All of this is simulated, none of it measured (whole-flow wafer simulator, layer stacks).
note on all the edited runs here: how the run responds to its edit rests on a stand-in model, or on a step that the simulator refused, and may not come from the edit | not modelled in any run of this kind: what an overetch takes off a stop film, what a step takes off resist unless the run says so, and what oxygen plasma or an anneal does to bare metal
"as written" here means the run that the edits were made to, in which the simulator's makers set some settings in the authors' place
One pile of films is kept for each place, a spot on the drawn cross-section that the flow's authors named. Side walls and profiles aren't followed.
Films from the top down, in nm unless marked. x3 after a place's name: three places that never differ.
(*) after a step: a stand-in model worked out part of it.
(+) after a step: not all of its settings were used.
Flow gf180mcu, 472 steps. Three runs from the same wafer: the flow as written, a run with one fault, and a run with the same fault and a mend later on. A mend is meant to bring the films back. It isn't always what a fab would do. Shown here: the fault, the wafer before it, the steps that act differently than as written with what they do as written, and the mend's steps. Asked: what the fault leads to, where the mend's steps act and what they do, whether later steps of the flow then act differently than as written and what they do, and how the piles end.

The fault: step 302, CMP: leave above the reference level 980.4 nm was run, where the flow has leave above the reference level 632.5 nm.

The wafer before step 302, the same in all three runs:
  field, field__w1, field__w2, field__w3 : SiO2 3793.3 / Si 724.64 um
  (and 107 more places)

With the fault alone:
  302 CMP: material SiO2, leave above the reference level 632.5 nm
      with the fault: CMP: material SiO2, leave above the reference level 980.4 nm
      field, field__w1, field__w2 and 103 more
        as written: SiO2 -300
        with the fault: nothing
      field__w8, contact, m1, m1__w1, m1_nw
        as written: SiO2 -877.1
        with the fault: SiO2 -529.2
  Later steps of the flow that act differently than as written (7 more steps differ only slightly, by at most 2% or 0.5 nm, whichever is larger, and aren't shown):
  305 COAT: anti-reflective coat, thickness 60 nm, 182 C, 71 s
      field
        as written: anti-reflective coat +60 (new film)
        with the fault: anti-reflective coat +79.1 (new film)
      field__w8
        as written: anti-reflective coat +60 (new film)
        with the fault: anti-reflective coat +33.4 (new film)
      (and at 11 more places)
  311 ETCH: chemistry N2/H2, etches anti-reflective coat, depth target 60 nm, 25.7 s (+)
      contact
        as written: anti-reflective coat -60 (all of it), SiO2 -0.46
        with the fault: anti-reflective coat -35.5 (all of it), SiO2 -1.09
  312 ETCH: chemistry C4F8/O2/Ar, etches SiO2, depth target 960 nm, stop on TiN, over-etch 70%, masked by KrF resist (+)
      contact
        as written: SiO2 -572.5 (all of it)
        with the fault: SiO2 -919.7 (all of it)
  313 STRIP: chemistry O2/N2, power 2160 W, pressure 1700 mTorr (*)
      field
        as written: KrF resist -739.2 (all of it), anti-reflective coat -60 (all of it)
        with the fault: KrF resist -729.9 (all of it), anti-reflective coat -79.1 (all of it)
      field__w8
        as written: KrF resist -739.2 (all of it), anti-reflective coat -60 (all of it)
        with the fault: KrF resist -734.4 (all of it), anti-reflective coat -33.4 (all of it)
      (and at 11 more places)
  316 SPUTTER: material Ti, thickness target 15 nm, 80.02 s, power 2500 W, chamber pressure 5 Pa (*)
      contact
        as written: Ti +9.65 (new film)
        with the fault: Ti +8.11 (new film)
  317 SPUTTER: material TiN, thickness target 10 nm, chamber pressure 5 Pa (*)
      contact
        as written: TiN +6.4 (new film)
        with the fault: TiN +5.38 (new film)
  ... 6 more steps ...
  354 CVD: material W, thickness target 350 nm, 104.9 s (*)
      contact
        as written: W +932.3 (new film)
        with the fault: W +978.5 (new film)
  At the end the piles differ from the flow's by more than 2% or 0.5 nm, whichever is larger, at field, field__w1, field__w2 and 109 more.
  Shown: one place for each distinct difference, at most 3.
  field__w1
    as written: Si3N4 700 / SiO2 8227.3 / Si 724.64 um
    with the fault: Si3N4 700 / SiO2 8573.3 / Si 724.64 um
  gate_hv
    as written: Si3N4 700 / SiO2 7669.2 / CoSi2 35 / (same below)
    with the fault: Si3N4 700 / SiO2 8015.2 / CoSi2 35 / (same below)
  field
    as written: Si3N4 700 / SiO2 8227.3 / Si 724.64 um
    with the fault: Si3N4 700 / SiO2 8573.4 / Si 724.64 um

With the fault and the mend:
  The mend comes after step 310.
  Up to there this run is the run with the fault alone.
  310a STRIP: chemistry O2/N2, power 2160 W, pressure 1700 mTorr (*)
      iso_ptap_pw, iso_ntap_nw, iso_nw_fld and 33 more
        KrF resist -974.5 (all of it), anti-reflective coat -60 (all of it)
      field_sub, field_sub__w1, field_sub__w2 and 14 more
        KrF resist -974.9 (all of it), anti-reflective coat -60.1 (all of it)
      field__w6, field__w7, field__w11 and 6 more
        KrF resist -975 (all of it), anti-reflective coat -60.1 (all of it)
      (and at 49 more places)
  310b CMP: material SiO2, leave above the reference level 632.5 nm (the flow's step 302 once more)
      field, field__w1, field__w2 and 103 more
        SiO2 -300
      field__w8, contact, m1, m1__w1, m1_nw
        SiO2 -347.9
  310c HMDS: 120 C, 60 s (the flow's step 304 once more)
      changes no film at any place that is followed
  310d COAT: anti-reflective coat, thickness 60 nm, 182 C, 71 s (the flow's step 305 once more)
      field, field__w1, field__w2 and 108 more
        anti-reflective coat +60 (new film)
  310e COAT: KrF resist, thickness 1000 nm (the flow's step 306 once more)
      field, field__w1, field__w2 and 108 more
        KrF resist +1000 (new film)
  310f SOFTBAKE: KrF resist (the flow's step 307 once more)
      changes no film at any place that is followed
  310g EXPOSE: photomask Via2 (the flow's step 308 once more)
      changes no film at any place that is followed
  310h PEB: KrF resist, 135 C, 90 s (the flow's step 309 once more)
      field, field__w1, field__w2 and 108 more
        KrF resist -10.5
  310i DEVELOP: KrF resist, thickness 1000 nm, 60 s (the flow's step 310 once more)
      field, field__w1, field__w2 and 107 more
        KrF resist -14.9
      contact
        KrF resist -989.5 (all of it)
  No later step of the flow acts differently than as written at any place that is followed.
  At the end the piles are the same as the flow's at every place that both follow.
